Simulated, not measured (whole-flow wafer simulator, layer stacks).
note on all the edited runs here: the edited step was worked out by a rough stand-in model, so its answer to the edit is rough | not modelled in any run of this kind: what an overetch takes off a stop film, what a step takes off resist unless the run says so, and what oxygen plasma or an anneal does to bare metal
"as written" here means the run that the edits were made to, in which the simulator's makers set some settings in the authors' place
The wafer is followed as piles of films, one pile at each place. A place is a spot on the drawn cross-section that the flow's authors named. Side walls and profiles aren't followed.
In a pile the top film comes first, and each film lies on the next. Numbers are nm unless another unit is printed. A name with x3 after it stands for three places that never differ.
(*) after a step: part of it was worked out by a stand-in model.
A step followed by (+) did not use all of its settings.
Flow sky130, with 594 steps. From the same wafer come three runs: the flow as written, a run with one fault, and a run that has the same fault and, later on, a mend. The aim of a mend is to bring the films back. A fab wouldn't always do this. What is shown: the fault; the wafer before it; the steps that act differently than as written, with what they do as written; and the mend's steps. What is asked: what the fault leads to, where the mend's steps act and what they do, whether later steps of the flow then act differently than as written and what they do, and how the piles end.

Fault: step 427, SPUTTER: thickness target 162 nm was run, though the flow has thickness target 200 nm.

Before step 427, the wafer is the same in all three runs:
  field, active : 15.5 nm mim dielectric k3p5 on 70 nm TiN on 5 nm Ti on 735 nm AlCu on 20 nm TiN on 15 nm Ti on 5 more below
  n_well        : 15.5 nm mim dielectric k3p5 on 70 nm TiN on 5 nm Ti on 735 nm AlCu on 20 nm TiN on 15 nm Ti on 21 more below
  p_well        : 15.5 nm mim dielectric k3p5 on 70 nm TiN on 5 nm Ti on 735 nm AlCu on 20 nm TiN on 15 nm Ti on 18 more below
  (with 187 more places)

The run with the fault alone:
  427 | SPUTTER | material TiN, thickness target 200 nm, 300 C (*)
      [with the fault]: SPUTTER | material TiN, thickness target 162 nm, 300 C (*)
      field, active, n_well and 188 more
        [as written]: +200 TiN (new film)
        [with the fault]: +162 TiN (new film)
  Steps further on in the flow that do not act as written (not shown: 3 more steps that differ only slightly, by at most 2% or 0.5 nm, whichever is larger):
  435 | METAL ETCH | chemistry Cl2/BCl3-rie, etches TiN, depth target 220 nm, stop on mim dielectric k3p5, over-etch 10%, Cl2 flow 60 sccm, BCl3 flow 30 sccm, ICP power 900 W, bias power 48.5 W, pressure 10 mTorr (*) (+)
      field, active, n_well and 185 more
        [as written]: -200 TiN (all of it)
        [with the fault]: -162 TiN (all of it)
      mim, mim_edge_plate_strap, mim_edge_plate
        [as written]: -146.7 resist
        [with the fault]: -118.8 resist
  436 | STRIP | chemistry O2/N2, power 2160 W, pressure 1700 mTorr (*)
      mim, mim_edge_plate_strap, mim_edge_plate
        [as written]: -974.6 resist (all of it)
        [with the fault]: -1002.5 resist (all of it)
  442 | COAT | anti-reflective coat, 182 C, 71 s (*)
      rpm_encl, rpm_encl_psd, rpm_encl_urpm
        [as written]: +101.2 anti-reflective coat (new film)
        [with the fault]: +104.3 anti-reflective coat (new film)
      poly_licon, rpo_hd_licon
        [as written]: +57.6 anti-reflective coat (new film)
        [with the fault]: +68.1 anti-reflective coat (new film)
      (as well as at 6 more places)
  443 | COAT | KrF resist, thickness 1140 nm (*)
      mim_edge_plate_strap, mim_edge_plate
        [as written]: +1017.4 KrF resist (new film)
        [with the fault]: +1055.4 KrF resist (new film)
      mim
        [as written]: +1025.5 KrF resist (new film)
        [with the fault]: +1059.9 KrF resist (new film)
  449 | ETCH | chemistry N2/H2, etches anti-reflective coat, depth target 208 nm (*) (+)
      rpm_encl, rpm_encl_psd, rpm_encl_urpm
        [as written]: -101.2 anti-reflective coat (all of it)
        [with the fault]: -104.3 anti-reflective coat (all of it)
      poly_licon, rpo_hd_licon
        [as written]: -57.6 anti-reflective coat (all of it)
        [with the fault]: -68.1 anti-reflective coat (all of it)
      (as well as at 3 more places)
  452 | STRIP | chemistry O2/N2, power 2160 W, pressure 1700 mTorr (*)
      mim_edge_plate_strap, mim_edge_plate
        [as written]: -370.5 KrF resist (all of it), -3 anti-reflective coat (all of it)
        [with the fault]: -408.4 KrF resist (all of it), -3 anti-reflective coat (all of it)
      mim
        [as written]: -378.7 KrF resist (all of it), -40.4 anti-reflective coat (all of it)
        [with the fault]: -413 KrF resist (all of it), -32.4 anti-reflective coat (all of it)
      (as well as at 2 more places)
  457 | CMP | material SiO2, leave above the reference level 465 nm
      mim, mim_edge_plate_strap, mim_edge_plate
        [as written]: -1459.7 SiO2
        [with the fault]: -1421.7 SiO2
  The piles end different from the flow's at mim, mim_edge_plate_strap, mim_edge_plate by more than 2% or 0.5 nm, whichever is larger.
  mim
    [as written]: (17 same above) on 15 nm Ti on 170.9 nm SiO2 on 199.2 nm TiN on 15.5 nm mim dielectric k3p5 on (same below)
    [with the fault]: (17 same above) on 15 nm Ti on 208.9 nm SiO2 on 161.2 nm TiN on 15.5 nm mim dielectric k3p5 on (same below)
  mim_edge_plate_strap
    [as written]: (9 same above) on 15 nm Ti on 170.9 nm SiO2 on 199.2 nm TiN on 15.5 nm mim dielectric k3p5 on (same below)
    [with the fault]: (9 same above) on 15 nm Ti on 208.9 nm SiO2 on 161.2 nm TiN on 15.5 nm mim dielectric k3p5 on (same below)
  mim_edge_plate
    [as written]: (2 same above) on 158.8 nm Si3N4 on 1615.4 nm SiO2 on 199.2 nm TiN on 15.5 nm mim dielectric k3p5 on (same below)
    [with the fault]: (2 same above) on 158.8 nm Si3N4 on 1653.4 nm SiO2 on 161.2 nm TiN on 15.5 nm mim dielectric k3p5 on (same below)

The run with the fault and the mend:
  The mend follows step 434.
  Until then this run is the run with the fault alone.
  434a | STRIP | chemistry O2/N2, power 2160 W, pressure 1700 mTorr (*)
      mim, mim_edge_plate_strap, mim_edge_plate
        -1121.3 resist (all of it)
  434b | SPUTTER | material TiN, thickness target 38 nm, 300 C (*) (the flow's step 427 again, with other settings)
      field, active, n_well and 188 more
        +38 TiN
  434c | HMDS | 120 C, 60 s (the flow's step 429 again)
      does not change any film at any place that is followed
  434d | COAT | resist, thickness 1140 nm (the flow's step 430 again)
      field, active, n_well and 186 more
        +1140 resist (new film)
      m1, via2_hole
        +1140.6 resist (new film)
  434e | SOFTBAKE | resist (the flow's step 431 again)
      does not change any film at any place that is followed
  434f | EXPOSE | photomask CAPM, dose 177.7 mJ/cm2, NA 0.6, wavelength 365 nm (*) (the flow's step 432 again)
      does not change any film at any place that is followed
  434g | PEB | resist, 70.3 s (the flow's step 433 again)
      field, active, n_well and 188 more
        -18.7 resist
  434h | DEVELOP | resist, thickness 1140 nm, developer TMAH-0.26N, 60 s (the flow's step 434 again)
      field, active, n_well and 183 more
        -1121.3 resist (all of it)
      m1, via2_hole
        -1121.9 resist (all of it)
  None of the later steps of the flow acts differently than as written at any place that is followed.
  By the end, the piles equal the flow's at every place that both follow.
